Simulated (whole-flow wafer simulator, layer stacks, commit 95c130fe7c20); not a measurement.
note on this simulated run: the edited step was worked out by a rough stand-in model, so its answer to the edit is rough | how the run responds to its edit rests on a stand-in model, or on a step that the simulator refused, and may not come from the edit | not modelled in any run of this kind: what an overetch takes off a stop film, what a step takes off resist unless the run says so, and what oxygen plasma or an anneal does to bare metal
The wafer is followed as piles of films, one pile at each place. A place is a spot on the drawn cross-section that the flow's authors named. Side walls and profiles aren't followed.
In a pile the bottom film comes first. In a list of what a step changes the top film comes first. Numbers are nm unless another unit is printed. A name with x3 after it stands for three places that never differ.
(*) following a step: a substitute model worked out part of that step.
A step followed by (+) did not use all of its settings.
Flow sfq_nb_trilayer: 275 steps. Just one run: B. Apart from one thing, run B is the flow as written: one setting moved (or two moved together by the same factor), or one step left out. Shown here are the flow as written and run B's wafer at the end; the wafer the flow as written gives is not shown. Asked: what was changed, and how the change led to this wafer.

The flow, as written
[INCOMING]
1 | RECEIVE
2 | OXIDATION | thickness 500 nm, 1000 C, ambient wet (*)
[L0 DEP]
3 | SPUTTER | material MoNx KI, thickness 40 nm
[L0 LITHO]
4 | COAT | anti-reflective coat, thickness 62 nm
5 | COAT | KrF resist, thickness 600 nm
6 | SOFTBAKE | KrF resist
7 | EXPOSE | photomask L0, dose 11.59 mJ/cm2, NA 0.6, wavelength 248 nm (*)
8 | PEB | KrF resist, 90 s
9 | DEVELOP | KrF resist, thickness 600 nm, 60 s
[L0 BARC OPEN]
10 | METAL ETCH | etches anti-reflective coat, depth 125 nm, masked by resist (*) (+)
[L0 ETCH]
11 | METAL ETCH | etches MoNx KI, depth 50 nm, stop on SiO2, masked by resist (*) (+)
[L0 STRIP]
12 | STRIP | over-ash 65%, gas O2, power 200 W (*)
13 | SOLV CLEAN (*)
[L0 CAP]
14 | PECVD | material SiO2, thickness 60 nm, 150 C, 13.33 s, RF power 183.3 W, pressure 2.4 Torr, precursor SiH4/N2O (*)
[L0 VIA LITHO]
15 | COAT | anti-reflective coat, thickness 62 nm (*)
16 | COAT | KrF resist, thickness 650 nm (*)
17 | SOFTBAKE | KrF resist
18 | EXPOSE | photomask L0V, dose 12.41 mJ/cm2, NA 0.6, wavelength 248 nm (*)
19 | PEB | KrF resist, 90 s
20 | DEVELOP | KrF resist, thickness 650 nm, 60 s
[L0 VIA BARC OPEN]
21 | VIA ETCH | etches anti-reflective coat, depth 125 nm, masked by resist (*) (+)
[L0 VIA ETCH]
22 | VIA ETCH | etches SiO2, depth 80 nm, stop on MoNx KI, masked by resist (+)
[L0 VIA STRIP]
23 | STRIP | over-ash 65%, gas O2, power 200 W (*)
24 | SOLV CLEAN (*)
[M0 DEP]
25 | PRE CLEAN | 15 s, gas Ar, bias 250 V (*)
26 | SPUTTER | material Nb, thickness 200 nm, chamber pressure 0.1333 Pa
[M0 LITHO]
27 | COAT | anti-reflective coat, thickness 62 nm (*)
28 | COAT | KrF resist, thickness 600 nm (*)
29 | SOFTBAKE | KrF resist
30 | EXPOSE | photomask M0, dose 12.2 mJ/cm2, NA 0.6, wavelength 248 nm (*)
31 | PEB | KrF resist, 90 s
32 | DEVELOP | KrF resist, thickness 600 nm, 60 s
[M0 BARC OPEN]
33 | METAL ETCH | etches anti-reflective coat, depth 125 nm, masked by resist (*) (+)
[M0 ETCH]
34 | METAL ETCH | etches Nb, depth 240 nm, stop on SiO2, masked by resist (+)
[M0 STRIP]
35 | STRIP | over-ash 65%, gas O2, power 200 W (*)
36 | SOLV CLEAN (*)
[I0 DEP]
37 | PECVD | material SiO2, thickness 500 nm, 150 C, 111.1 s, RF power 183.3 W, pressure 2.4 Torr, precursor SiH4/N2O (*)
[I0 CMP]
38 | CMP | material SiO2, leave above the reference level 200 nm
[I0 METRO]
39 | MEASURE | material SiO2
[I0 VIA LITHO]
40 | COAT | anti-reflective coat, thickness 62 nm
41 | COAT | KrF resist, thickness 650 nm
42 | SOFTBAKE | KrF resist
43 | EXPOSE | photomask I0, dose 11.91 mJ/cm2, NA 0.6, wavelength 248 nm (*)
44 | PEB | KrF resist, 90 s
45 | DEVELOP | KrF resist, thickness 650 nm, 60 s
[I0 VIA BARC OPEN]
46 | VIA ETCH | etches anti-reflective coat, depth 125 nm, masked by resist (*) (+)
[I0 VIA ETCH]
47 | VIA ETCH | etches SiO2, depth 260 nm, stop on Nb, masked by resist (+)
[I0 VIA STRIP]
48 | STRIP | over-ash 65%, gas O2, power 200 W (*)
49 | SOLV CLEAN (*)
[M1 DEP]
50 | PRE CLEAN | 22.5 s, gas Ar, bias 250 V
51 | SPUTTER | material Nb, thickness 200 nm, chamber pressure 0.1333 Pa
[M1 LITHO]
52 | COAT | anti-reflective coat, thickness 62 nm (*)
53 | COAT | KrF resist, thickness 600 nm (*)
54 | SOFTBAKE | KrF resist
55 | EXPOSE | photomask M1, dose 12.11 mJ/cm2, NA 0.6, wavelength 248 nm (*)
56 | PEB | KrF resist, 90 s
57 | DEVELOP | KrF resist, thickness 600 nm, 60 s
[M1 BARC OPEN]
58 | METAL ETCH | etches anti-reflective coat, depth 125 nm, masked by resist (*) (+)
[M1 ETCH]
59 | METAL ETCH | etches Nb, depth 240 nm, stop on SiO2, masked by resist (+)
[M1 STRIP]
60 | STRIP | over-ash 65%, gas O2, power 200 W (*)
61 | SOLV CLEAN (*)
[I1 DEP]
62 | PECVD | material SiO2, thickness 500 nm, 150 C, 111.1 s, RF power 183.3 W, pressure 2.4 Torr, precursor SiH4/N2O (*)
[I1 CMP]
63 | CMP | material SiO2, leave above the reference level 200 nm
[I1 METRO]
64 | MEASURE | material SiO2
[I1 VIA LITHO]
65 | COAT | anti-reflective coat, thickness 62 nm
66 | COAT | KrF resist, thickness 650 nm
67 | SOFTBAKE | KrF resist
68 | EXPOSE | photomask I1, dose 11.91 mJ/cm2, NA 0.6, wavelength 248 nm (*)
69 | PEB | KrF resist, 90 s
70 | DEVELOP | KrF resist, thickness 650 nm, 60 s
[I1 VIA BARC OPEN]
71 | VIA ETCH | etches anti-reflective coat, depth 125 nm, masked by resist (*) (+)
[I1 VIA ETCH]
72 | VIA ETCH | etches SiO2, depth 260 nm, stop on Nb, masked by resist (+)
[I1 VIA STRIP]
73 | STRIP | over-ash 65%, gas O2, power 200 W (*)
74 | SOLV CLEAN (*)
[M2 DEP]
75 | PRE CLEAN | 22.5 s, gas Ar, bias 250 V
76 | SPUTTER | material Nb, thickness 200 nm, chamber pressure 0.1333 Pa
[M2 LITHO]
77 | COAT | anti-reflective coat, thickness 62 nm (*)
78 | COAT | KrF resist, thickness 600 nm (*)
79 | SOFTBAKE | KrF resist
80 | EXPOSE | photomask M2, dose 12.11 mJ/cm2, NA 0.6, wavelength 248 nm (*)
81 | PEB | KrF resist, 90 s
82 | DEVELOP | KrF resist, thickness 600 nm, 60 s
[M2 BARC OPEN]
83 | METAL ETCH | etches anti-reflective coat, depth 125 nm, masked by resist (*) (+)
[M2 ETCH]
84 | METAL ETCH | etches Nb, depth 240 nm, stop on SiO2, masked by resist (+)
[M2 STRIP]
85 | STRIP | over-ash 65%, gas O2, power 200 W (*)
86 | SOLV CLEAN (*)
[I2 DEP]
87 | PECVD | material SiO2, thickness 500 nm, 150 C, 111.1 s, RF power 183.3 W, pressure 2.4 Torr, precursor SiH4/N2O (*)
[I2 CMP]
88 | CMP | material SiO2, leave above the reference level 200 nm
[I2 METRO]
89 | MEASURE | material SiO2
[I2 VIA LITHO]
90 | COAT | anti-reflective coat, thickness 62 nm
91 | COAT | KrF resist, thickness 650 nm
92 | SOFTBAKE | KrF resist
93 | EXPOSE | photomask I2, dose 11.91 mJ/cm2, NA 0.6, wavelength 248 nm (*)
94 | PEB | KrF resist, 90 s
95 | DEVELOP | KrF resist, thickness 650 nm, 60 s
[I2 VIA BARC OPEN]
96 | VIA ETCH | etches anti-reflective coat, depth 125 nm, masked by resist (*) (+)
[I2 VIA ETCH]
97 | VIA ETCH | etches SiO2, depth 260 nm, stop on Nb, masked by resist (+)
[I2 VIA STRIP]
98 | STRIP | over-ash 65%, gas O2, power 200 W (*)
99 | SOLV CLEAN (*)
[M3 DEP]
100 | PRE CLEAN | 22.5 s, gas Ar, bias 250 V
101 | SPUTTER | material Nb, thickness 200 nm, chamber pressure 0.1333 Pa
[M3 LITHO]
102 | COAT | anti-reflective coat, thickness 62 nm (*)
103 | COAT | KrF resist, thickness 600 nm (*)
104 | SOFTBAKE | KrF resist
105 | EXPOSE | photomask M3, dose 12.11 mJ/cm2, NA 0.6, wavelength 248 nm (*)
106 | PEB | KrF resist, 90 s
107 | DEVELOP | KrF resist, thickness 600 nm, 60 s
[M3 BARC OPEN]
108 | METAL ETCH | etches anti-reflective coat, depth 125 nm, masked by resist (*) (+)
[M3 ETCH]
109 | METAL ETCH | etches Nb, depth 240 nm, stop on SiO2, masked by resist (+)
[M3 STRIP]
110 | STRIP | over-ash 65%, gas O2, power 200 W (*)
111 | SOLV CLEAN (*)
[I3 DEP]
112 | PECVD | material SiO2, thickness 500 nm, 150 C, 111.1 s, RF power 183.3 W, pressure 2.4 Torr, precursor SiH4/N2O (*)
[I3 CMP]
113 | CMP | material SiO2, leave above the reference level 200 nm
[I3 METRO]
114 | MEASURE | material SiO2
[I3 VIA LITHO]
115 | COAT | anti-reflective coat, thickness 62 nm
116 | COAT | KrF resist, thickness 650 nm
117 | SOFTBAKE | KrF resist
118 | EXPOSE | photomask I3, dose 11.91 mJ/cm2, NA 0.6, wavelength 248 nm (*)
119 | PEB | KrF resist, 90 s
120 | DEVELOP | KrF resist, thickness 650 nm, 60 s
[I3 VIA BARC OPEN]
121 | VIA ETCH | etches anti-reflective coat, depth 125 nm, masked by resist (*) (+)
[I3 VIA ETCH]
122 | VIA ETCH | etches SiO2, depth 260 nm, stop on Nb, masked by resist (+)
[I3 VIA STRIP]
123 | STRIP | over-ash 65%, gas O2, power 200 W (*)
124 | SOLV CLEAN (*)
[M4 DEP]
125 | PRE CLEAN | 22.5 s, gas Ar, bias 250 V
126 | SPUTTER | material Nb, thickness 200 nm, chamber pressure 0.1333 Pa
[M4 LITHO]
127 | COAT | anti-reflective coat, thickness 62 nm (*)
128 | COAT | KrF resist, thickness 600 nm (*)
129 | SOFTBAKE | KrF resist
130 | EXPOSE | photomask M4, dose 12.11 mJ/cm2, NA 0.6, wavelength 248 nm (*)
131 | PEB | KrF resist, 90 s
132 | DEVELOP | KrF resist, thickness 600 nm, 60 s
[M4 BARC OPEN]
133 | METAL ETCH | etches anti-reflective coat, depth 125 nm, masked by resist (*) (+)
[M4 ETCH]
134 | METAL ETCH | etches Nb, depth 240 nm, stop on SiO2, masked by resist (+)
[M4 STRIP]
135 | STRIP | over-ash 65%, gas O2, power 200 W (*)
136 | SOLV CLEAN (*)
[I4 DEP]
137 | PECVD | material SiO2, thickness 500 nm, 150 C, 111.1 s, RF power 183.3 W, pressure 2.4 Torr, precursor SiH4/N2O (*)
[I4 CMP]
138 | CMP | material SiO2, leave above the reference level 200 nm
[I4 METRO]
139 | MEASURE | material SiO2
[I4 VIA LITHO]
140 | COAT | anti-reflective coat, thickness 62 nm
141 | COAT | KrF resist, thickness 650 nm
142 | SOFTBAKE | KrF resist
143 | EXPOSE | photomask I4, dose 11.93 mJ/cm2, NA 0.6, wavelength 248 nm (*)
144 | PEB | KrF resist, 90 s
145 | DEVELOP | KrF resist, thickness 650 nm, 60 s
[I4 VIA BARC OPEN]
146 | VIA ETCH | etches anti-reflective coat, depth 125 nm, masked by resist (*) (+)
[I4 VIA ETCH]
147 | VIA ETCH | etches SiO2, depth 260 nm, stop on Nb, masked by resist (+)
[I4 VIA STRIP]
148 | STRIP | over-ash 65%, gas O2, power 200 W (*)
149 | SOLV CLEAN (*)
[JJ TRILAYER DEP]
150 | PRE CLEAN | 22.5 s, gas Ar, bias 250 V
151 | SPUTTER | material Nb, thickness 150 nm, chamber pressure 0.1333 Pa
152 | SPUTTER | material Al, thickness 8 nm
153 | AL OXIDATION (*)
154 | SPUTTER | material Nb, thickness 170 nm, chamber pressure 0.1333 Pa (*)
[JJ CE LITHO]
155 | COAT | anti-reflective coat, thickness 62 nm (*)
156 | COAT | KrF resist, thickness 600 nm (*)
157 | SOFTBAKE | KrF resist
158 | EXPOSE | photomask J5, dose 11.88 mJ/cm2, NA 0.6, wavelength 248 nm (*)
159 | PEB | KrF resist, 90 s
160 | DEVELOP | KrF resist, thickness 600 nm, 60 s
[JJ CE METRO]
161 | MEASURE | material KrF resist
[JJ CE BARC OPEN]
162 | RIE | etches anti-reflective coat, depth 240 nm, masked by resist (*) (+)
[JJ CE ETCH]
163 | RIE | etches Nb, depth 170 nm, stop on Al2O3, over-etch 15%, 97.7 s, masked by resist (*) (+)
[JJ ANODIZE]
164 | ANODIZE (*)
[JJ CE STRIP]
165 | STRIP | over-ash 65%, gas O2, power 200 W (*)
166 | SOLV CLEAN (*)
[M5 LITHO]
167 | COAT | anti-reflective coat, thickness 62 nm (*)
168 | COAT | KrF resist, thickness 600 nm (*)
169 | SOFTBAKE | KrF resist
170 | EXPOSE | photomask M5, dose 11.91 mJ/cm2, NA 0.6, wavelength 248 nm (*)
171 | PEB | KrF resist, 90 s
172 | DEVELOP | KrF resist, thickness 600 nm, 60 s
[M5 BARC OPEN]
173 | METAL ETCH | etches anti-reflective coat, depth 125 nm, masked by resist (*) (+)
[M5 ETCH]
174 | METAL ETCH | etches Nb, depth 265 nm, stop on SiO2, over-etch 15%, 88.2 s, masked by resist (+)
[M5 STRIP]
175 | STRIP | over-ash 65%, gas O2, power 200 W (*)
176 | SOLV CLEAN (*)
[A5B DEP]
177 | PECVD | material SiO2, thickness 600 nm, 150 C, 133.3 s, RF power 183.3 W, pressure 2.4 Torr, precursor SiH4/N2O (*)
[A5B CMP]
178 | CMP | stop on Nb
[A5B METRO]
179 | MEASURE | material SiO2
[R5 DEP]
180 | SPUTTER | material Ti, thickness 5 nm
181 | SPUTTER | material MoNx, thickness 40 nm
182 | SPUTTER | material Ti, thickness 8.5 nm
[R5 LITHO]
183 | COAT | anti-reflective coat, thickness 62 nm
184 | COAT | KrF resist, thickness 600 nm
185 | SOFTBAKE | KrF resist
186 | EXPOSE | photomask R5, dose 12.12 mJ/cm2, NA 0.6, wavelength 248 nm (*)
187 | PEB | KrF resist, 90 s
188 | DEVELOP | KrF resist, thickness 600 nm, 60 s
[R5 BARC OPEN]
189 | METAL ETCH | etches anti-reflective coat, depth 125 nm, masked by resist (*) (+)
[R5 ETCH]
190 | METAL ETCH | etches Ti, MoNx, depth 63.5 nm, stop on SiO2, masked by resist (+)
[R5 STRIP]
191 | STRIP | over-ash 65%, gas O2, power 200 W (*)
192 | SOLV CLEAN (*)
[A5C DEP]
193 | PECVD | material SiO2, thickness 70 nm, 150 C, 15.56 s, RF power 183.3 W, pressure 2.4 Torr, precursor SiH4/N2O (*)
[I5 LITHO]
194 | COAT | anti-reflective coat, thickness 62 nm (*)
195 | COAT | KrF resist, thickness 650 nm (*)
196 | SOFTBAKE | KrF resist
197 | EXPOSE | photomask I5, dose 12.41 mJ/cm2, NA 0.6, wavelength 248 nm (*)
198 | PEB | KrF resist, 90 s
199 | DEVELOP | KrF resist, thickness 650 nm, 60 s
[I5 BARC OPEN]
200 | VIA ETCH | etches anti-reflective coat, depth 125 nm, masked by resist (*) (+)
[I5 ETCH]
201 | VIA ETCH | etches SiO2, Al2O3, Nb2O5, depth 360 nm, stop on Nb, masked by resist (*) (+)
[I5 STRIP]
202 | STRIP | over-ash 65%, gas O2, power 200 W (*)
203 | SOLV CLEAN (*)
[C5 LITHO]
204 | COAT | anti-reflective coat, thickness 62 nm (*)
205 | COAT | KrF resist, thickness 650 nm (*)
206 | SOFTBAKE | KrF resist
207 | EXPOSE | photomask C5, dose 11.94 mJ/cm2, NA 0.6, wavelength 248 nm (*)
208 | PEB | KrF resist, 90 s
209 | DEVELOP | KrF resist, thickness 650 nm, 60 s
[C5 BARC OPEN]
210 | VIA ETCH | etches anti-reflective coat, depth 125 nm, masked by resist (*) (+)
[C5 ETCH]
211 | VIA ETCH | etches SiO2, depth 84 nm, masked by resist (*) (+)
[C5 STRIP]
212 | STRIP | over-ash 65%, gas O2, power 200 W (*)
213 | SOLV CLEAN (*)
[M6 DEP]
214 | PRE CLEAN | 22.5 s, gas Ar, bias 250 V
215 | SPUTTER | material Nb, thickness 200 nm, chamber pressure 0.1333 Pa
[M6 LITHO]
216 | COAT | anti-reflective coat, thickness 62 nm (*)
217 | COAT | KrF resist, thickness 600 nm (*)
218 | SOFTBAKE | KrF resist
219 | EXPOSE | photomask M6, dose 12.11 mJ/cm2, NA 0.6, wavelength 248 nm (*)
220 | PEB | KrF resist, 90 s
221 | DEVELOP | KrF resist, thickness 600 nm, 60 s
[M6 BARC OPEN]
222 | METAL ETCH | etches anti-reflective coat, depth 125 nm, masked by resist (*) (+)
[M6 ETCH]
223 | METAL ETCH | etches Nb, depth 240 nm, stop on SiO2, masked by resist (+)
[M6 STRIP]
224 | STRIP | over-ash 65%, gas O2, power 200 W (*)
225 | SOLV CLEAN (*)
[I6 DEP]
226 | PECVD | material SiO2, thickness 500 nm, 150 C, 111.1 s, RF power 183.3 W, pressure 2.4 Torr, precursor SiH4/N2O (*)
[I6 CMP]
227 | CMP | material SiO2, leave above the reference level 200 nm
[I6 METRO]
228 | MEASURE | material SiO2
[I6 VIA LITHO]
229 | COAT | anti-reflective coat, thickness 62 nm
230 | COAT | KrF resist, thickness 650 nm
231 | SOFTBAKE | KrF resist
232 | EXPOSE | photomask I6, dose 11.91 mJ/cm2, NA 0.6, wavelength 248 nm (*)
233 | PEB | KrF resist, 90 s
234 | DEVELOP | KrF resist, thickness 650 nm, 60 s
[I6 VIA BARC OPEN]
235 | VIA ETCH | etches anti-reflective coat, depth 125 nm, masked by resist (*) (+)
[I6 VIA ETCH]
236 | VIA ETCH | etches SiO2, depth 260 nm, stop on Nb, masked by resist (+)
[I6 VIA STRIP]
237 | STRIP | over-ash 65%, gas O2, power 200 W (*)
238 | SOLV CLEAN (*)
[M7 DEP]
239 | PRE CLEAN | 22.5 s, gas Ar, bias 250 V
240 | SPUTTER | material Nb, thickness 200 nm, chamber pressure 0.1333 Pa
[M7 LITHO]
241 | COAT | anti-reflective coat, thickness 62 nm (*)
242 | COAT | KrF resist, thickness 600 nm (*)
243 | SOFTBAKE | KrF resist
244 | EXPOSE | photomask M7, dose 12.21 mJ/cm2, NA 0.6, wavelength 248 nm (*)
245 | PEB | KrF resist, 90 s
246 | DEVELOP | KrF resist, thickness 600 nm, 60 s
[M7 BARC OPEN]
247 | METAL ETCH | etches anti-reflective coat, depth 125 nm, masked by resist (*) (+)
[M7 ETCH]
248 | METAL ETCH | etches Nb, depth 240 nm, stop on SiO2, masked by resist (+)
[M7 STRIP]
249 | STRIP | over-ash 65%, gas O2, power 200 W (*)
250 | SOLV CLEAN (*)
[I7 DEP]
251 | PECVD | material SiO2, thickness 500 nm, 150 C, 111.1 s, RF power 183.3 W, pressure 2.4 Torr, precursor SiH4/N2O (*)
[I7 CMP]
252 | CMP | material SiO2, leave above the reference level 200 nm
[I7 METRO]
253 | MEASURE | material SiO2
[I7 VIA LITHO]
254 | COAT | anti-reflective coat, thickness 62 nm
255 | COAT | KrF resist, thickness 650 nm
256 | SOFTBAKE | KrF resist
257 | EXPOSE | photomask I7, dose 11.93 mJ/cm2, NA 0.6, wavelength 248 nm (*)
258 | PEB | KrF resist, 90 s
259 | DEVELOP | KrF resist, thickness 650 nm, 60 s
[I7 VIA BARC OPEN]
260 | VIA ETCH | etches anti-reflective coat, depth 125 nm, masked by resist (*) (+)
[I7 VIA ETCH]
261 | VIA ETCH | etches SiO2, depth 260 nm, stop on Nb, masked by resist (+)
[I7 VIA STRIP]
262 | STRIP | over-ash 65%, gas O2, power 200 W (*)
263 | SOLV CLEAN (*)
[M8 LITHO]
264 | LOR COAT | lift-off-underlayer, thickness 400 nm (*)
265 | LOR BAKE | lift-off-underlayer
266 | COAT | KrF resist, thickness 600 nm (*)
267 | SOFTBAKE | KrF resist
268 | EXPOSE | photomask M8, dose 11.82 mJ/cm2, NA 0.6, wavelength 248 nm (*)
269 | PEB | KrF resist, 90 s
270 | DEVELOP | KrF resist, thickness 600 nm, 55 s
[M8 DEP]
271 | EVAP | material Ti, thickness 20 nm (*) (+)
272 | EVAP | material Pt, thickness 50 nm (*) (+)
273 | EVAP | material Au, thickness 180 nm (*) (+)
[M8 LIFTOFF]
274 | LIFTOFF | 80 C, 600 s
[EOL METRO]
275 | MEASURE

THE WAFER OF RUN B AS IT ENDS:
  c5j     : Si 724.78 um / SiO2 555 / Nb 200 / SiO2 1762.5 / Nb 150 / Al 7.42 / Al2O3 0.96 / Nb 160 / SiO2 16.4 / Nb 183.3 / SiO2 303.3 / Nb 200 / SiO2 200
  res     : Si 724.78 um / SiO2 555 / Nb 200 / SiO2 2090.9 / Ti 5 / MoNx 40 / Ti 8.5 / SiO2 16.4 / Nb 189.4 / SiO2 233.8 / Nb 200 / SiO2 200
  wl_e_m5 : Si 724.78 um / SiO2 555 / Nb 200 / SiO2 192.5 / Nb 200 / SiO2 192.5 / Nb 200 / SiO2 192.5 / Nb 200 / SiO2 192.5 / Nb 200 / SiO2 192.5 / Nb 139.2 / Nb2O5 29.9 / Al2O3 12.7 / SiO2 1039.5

What caused this: step 193, PECVD: thickness 108 nm was run, while the flow as written has thickness 70 nm; step 193, PECVD: 24.11 s was run, where the flow has 15.56 s.

The path from the change to this, step by step:
  193 | PECVD | material SiO2, thickness 70 nm, 150 C, 15.56 s, RF power 183.3 W, pressure 2.4 Torr, precursor SiH4/N2O (*)
      field_l, v_sur, via_wl and 92 more: +108 SiO2 (as written it would have been: +70 SiO2)
      ce_l, c5j, ce_r and 8 more: +108 SiO2 (new film) (as written it would have been: +70 SiO2 (new film))
  201 | VIA ETCH | etches SiO2, Al2O3, Nb2O5, depth 360 nm, stop on Nb, masked by resist (*) (+)
      be: -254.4 SiO2 (all of it), -12.7 Al2O3 (all of it), -29.9 Nb2O5 (all of it) (as written it would have been: -216.4 SiO2 (all of it), -12.7 Al2O3 (all of it), -29.9 Nb2O5 (all of it))
  204 | COAT | anti-reflective coat, thickness 62 nm (*)
      be: +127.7 anti-reflective coat (new film) (as written it would have been: +122.2 anti-reflective coat (new film))
      be_sur: +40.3 anti-reflective coat (new film) (as written it would have been: +41.8 anti-reflective coat (new film))
  205 | COAT | KrF resist, thickness 650 nm (*)
      be: +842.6 KrF resist (new film) (as written it would have been: +815.3 KrF resist (new film))
  211 | VIA ETCH | etches SiO2, depth 84 nm, masked by resist (*) (+)
      c5j: -84 SiO2 (as written it would have been: -69.9 SiO2 (all of it), -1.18 Nb)
      res: -84 SiO2 (as written it would have been: -69.9 SiO2 (all of it))
  212 | STRIP | over-ash 65%, gas O2, power 200 W (*)
      be: -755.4 KrF resist (all of it), -127.7 anti-reflective coat (all of it) (as written it would have been: -728.2 KrF resist (all of it), -122.2 anti-reflective coat (all of it))
      be_sur: -557.6 KrF resist (all of it), -40.3 anti-reflective coat (all of it) (as written it would have been: -559.6 KrF resist (all of it), -41.8 anti-reflective coat (all of it))
  214 | PRE CLEAN | 22.5 s, gas Ar, bias 250 V
      c5j: -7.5 SiO2 (as written it would have been: -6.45 Nb)
      res: -7.5 SiO2 (as written it would have been: -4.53 Ti)
  215 | SPUTTER | material Nb, thickness 200 nm, chamber pressure 0.1333 Pa
      c5j: +183.3 Nb (new film) (as written it would have been: +188.4 Nb)
      be: +139 Nb (as written it would have been: +147.3 Nb)
  216 | COAT | anti-reflective coat, thickness 62 nm (*)
      wire: +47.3 anti-reflective coat (new film) (as written it would have been: +48.3 anti-reflective coat (new film))
      be: +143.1 anti-reflective coat (new film) (as written it would have been: +136.7 anti-reflective coat (new film))
      (also at 6 further places)
  217 | COAT | KrF resist, thickness 600 nm (*)
      be: +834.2 KrF resist (new film) (as written it would have been: +793.9 KrF resist (new film))
  224 | STRIP | over-ash 65%, gas O2, power 200 W (*)
      wire: -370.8 KrF resist (all of it), -47.3 anti-reflective coat (all of it) (as written it would have been: -369.8 KrF resist (all of it), -48.3 anti-reflective coat (all of it))
      be: -615.9 KrF resist (all of it), -143.1 anti-reflective coat (all of it) (as written it would have been: -575.8 KrF resist (all of it), -136.7 anti-reflective coat (all of it))
      (also at 6 further places)
  226 | PECVD | material SiO2, thickness 500 nm, 150 C, 111.1 s, RF power 183.3 W, pressure 2.4 Torr, precursor SiH4/N2O (*)
      be: +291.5 SiO2 (new film), +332 void (new film), +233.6 SiO2 (new film) (as written it would have been: +693.5 SiO2 (new film))
      c5j: +533.8 SiO2 (new film) (as written it would have been: +514.7 SiO2 (new film))
  227 | CMP | material SiO2, leave above the reference level 200 nm
      be: -291.5 SiO2 (all of it), -332 void (all of it) (as written it would have been: -182.7 SiO2)
      res: -258.7 SiO2 (as written it would have been: -279.4 SiO2)
  229 | COAT | anti-reflective coat, thickness 62 nm
      via_v, jj_sur: +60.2 anti-reflective coat (new film) (as written it would have been: +62 anti-reflective coat (new film))
      via_sp: +60.6 anti-reflective coat (new film) (as written it would have been: +62 anti-reflective coat (new film))
      (also at 6 further places)
  230 | COAT | KrF resist, thickness 650 nm
      be: +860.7 KrF resist (new film) (as written it would have been: +650 KrF resist (new film))
      gap: +636 KrF resist (new film) (as written it would have been: +650 KrF resist (new film))
  233 | PEB | KrF resist, 90 s
      be: -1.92 KrF resist (as written it would have been: -1.38 KrF resist)
  ... 15 further steps ...
  274 | LIFTOFF | 80 C, 600 s
      be: -180 Au (all of it), -50 Pt (all of it), -20 Ti (all of it), -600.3 KrF resist (all of it), -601 lift-off-underlayer (all of it) (as written it would have been: -180 Au (all of it), -50 Pt (all of it), -20 Ti (all of it), -572.1 KrF resist (all of it), -398.5 lift-off-underlayer (all of it))
      be_sur: -180 Au (all of it), -50 Pt (all of it), -20 Ti (all of it), -582.7 KrF resist (all of it), -376.4 lift-off-underlayer (all of it) (as written it would have been: -180 Au (all of it), -50 Pt (all of it), -20 Ti (all of it), -572.6 KrF resist (all of it), -398.9 lift-off-underlayer (all of it))
Taking metal films that touch as one body, c5j has 5 bodies (between them, from the top down: SiO2 303.3; SiO2 16.4; Al2O3 0.96; SiO2 1762.5); the flow as written gives 4 bodies (between them, from the top down: SiO2 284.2; Al2O3 0.96; SiO2 1762.5).
Taking metal films that touch as one body, res has 4 bodies (between them, from the top down: SiO2 233.8; SiO2 16.4; SiO2 2090.9); the flow as written gives 3 bodies (between them, from the top down: SiO2 213.1; SiO2 2090.9).
